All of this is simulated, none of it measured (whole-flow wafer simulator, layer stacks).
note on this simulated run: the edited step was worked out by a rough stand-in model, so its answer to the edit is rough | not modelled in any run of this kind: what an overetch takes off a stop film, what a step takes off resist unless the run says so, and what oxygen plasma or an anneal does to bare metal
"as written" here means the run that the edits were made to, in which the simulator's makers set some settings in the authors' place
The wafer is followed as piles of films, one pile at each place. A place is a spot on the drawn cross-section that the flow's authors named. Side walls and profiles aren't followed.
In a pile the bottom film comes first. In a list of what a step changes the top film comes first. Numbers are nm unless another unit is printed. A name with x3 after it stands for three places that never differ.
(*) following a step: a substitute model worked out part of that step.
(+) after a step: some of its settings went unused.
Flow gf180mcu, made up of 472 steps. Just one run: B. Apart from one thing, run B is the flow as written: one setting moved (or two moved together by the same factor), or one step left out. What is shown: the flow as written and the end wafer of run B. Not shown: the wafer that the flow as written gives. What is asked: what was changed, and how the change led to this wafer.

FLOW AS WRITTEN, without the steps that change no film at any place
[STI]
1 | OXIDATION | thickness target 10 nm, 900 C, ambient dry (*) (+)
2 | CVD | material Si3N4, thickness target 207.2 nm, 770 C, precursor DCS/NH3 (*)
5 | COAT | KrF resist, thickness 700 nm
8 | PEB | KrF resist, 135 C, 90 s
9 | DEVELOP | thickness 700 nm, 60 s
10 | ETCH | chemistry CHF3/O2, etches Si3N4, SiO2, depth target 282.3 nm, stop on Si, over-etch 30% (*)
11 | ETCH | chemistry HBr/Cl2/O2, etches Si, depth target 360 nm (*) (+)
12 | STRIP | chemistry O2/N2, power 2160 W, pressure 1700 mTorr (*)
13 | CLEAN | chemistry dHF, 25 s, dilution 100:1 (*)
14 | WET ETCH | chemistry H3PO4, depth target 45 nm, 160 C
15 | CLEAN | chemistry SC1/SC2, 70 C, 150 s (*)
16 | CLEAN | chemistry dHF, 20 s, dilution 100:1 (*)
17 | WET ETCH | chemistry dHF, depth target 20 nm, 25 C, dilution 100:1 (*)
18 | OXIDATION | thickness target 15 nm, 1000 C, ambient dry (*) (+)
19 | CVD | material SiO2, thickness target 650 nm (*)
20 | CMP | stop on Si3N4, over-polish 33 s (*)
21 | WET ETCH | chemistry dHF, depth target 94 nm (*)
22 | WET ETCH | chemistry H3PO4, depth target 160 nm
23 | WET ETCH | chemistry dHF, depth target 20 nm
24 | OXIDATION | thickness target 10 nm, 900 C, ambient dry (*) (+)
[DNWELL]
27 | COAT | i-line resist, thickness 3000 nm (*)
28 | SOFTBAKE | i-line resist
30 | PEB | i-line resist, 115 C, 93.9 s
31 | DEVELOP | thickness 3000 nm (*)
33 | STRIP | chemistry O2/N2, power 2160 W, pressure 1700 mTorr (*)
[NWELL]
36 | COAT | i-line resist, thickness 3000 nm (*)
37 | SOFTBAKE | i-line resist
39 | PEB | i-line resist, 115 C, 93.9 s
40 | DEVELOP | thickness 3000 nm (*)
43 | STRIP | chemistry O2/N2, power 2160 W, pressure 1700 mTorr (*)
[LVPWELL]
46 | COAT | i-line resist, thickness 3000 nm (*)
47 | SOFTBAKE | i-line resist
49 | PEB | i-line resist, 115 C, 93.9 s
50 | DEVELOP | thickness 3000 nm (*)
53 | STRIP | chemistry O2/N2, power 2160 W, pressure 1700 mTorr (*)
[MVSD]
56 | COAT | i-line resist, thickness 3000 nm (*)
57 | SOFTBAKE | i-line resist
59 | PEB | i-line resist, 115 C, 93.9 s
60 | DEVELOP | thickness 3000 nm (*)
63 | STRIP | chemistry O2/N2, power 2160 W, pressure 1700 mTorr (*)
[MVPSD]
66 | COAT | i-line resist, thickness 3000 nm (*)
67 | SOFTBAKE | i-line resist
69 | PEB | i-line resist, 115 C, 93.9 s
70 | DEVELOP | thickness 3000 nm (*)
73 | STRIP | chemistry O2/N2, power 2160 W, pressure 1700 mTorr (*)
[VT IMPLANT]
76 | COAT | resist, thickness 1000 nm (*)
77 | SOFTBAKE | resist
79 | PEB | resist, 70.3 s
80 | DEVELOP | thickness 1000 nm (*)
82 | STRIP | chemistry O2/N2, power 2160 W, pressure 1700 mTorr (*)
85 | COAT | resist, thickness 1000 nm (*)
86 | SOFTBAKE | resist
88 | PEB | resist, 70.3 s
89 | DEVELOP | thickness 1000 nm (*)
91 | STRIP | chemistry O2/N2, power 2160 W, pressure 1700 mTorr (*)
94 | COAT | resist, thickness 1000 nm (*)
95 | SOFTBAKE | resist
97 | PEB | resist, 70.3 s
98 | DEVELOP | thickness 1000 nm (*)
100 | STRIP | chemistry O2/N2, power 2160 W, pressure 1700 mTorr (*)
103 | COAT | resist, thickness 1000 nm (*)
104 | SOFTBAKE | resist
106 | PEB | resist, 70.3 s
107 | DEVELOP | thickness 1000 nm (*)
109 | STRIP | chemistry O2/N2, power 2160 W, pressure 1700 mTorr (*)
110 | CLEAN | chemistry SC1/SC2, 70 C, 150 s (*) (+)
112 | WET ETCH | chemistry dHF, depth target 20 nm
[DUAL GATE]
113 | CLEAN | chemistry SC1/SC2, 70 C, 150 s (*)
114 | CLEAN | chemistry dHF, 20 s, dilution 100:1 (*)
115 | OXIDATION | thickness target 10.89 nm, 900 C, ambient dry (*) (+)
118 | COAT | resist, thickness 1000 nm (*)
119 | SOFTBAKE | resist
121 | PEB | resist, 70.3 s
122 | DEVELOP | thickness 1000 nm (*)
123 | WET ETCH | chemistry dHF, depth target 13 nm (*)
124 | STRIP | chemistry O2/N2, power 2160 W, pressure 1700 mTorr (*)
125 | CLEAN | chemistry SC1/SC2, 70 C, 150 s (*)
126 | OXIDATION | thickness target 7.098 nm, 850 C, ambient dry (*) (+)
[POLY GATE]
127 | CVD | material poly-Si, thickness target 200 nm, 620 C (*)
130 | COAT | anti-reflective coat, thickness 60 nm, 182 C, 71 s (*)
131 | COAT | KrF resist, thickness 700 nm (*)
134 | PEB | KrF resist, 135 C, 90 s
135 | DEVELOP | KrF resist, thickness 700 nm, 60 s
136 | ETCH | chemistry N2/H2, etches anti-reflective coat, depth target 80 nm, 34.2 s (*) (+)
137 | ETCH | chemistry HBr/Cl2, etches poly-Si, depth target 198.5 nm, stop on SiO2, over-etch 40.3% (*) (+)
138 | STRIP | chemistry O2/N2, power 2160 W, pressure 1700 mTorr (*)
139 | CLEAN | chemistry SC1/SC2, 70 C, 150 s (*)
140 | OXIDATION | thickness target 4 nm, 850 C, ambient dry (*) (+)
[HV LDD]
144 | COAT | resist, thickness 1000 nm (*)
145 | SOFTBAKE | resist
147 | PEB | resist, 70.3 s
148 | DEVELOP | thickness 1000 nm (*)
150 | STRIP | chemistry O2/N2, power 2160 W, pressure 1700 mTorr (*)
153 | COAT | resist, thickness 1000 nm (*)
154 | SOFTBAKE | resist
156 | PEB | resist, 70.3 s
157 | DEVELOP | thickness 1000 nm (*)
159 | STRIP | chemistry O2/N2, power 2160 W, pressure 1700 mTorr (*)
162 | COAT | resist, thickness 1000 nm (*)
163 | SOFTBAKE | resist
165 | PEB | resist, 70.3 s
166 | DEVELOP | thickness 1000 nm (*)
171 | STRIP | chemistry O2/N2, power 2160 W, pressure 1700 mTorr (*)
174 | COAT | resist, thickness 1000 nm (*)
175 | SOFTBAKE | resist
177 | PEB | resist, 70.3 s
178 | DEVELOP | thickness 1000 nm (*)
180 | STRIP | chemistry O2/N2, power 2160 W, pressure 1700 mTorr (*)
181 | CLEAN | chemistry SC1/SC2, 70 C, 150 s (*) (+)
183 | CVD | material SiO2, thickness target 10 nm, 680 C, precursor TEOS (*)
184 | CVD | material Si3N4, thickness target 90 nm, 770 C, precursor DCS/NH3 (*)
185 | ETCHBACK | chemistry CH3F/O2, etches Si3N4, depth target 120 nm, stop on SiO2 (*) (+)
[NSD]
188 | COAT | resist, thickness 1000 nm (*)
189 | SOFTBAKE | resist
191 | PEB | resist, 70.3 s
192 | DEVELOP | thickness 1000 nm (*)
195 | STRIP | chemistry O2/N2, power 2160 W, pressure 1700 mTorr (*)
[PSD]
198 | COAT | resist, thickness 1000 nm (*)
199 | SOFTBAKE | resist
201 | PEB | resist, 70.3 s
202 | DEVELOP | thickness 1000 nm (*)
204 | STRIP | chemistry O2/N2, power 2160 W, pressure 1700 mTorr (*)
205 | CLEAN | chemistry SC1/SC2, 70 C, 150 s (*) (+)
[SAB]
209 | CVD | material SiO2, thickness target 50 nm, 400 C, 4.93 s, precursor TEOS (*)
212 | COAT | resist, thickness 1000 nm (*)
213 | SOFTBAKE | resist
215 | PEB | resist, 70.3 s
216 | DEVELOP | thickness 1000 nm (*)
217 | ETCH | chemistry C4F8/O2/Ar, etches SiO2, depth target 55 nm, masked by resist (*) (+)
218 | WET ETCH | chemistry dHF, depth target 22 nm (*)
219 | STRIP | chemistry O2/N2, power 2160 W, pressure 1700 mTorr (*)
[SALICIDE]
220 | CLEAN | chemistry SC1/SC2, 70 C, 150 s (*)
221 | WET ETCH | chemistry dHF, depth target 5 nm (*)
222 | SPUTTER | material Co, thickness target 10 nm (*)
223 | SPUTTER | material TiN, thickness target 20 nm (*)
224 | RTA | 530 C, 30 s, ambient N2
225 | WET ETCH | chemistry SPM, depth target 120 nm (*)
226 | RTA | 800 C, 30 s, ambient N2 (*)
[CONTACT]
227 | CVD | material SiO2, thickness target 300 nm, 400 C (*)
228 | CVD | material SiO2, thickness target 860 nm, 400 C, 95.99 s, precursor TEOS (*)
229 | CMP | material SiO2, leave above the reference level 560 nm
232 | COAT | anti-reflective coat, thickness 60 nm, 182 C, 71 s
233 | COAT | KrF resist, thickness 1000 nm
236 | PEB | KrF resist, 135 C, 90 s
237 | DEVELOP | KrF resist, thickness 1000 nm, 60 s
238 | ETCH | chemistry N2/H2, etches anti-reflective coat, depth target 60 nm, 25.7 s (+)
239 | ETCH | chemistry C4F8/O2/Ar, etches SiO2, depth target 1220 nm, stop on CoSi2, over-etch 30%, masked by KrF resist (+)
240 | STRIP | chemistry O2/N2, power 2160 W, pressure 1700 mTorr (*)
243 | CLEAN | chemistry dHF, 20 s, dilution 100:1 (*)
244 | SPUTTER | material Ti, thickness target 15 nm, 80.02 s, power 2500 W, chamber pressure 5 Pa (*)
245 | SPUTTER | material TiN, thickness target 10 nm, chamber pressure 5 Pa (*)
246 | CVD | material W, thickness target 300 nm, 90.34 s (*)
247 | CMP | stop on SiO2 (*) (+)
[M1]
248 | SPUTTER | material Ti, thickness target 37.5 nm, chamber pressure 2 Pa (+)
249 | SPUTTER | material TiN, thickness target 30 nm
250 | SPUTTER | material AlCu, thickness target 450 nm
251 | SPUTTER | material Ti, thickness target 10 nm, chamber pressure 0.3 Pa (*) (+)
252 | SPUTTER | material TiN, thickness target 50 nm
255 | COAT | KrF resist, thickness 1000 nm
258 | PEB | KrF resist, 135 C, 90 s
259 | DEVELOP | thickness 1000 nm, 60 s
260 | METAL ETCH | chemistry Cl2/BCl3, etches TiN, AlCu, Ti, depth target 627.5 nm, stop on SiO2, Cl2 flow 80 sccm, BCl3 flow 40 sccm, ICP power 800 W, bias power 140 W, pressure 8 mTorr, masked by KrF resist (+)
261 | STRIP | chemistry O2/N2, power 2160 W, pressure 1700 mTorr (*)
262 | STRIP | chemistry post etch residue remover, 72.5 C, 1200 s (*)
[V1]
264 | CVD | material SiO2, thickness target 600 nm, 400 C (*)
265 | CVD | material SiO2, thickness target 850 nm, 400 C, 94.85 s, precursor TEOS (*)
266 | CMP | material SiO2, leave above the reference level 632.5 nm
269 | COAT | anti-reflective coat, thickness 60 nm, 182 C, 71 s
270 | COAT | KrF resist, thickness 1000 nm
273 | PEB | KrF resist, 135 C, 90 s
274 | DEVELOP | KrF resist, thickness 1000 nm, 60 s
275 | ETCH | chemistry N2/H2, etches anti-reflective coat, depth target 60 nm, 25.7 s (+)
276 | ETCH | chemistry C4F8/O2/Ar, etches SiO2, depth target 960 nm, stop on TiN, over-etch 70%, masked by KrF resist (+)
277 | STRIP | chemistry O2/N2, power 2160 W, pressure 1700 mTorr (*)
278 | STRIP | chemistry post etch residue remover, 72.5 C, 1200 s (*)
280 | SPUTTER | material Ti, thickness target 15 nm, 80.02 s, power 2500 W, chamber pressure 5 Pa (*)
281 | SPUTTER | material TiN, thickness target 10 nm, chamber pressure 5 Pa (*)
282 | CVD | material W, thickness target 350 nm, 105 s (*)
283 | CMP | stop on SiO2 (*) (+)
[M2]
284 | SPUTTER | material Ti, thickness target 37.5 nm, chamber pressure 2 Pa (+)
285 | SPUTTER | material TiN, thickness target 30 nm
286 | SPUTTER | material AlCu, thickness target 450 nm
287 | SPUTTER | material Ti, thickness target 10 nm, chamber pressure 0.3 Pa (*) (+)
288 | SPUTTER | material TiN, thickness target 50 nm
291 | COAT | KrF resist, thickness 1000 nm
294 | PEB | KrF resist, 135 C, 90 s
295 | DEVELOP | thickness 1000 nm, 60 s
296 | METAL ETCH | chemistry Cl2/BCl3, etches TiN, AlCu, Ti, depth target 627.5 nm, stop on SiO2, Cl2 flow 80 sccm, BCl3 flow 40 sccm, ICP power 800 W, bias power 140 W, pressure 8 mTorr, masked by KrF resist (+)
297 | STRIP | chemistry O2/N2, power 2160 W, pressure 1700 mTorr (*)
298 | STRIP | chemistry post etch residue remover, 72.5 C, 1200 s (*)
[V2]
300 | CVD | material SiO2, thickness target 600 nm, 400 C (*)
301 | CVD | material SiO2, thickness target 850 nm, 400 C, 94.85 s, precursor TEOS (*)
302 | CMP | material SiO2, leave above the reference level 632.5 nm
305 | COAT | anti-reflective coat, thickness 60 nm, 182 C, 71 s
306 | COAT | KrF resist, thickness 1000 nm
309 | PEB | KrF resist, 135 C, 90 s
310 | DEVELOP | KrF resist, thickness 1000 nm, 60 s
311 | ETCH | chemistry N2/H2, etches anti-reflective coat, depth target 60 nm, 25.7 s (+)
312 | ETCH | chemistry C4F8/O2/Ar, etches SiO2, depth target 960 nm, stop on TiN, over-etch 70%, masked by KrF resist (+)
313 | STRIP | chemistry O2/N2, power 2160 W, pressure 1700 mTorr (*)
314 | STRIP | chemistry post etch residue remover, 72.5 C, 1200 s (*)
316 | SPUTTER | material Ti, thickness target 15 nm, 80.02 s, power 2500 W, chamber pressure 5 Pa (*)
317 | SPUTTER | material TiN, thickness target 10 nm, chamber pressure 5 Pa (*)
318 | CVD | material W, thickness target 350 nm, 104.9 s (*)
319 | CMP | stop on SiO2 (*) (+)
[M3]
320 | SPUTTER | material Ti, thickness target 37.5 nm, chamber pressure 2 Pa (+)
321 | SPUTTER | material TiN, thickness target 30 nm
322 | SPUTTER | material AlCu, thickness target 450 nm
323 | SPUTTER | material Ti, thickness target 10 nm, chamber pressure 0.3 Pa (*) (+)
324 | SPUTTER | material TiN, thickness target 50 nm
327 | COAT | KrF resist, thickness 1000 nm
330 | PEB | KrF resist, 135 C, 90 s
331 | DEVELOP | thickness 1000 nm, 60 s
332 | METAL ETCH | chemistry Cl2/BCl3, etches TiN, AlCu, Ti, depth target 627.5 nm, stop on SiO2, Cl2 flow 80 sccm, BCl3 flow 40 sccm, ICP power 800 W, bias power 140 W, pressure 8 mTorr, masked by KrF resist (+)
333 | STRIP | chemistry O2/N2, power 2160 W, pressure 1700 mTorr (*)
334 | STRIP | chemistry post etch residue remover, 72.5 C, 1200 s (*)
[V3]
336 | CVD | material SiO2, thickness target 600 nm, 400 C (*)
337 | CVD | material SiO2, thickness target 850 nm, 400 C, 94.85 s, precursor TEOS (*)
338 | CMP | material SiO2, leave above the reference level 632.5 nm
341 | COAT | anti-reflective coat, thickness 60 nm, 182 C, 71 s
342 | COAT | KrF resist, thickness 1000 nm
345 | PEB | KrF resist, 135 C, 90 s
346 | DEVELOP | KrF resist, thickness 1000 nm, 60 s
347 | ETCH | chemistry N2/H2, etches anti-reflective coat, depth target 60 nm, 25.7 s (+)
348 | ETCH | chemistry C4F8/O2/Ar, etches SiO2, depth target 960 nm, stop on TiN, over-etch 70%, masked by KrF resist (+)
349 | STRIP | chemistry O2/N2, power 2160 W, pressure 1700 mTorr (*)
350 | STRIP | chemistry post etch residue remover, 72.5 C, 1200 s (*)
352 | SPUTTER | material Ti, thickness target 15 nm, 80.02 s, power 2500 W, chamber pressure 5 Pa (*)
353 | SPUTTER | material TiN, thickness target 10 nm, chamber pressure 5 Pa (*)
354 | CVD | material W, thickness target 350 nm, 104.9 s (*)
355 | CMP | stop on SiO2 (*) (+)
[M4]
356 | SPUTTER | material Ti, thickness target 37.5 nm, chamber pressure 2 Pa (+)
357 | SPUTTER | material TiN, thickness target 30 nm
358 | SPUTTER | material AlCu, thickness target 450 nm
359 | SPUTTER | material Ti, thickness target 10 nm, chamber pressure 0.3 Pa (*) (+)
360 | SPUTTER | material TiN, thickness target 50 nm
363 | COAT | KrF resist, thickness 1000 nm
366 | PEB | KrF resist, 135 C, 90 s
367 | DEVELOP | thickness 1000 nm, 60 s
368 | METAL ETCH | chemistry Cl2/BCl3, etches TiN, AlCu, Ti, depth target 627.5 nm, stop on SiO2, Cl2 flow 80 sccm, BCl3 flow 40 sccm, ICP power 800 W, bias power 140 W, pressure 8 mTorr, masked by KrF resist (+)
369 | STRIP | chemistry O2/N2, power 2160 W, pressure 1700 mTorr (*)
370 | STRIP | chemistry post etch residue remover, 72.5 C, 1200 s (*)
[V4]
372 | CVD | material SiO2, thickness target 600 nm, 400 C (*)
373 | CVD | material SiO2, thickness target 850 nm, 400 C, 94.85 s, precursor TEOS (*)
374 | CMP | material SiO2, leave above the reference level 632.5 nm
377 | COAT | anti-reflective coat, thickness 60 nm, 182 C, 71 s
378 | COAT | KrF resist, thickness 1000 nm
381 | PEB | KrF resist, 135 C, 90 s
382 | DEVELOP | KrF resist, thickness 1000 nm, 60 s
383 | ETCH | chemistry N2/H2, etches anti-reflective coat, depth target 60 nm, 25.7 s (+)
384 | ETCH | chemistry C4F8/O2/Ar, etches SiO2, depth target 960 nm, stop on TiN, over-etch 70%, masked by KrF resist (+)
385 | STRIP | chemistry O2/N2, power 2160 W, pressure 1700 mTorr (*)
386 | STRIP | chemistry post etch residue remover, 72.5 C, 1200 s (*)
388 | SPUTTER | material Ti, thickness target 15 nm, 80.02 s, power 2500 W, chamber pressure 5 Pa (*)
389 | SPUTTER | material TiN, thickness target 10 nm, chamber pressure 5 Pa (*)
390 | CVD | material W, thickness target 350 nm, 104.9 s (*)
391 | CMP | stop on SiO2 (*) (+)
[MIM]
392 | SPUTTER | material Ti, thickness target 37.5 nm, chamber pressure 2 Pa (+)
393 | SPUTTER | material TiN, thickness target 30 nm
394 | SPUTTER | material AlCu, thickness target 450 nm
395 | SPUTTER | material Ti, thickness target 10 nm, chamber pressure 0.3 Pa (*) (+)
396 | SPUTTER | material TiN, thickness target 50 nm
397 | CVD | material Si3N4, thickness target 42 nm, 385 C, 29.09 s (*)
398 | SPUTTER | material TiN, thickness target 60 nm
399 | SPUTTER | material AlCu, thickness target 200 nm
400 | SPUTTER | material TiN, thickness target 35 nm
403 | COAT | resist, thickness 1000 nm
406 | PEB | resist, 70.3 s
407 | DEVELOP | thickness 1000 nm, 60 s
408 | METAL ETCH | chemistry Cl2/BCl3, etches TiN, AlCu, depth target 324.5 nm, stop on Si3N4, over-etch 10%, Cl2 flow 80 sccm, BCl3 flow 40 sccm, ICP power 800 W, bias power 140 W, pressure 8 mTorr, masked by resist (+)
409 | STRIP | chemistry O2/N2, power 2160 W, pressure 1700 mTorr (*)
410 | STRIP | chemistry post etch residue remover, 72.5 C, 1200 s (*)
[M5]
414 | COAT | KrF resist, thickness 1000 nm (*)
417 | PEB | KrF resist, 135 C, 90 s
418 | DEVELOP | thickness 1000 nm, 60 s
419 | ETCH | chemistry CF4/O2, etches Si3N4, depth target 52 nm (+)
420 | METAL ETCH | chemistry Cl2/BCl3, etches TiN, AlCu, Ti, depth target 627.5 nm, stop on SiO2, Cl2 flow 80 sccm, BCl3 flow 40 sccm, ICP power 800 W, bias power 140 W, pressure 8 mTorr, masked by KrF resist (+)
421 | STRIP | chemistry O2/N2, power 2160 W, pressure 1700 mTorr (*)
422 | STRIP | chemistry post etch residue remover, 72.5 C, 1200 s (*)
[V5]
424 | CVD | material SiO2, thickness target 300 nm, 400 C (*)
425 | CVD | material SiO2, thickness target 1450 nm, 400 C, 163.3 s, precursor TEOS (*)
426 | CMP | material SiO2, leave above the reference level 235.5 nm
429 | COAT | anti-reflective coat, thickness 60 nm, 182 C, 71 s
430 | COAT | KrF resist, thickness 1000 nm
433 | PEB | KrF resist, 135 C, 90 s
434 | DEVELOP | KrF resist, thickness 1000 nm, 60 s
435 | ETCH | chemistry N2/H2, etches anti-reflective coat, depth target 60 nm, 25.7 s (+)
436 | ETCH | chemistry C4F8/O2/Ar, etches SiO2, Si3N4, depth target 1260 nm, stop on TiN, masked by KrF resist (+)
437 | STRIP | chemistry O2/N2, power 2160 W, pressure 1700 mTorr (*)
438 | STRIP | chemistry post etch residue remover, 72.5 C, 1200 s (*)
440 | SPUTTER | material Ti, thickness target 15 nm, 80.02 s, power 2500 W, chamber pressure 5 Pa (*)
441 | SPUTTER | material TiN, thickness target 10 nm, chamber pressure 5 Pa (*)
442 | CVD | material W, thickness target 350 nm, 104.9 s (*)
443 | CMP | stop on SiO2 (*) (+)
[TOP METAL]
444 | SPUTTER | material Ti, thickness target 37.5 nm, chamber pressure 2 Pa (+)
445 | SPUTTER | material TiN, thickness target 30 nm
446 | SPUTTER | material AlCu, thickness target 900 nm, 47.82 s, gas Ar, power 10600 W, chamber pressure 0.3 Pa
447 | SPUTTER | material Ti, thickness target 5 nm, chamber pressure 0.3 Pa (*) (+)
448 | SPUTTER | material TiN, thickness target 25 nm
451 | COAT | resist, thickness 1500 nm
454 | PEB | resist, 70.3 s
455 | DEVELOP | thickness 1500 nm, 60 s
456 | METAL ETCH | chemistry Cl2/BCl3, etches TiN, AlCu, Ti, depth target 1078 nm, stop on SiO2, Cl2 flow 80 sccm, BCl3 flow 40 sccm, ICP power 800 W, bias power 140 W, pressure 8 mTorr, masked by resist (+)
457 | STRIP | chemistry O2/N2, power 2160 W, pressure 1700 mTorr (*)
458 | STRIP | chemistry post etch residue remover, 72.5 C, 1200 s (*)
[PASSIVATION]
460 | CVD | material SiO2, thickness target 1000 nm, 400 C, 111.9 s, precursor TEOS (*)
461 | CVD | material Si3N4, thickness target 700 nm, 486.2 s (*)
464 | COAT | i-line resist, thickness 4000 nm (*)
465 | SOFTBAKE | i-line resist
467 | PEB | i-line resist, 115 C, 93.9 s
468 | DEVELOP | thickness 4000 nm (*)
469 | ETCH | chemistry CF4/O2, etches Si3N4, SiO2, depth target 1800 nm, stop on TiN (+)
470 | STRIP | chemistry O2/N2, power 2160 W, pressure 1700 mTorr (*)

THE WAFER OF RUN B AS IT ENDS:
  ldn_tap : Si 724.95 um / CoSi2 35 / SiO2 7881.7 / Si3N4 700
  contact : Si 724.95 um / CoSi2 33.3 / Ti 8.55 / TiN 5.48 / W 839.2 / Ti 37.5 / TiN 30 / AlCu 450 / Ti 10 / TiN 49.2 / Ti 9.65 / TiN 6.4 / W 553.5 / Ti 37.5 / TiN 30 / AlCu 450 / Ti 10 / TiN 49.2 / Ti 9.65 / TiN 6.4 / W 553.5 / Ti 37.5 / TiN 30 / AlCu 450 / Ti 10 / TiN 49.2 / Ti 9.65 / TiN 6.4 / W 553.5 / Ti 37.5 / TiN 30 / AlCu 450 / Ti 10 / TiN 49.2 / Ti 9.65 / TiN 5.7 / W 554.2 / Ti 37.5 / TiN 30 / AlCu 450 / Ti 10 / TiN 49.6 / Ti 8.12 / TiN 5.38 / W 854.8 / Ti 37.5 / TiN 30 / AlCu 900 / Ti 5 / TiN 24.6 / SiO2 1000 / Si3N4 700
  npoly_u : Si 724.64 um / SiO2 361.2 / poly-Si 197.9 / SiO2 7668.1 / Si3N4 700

What caused this: step 389, SPUTTER: thickness target 8.9 nm was run, whereas the flow has thickness target 10 nm.

How this came from the change, step by step:
  389 | SPUTTER | material TiN, thickness target 10 nm, chamber pressure 5 Pa (*)
      field, field__w1, field__w2 and 107 more: TiN gains 8.9 (new film) (as written it would have been: TiN gains 10 (new film))
      contact: TiN gains 5.7 (new film) (as written it would have been: TiN gains 6.4 (new film))
  391 | CMP | stop on SiO2 (*) (+)
      field, field__w1, field__w2 and 107 more: W loses 350 (all of it), TiN loses 8.9 (all of it), Ti loses 15 (all of it), SiO2 loses 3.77 (as written it would have been: W loses 350 (all of it), TiN loses 10 (all of it), Ti loses 15 (all of it), SiO2 loses 3.78)
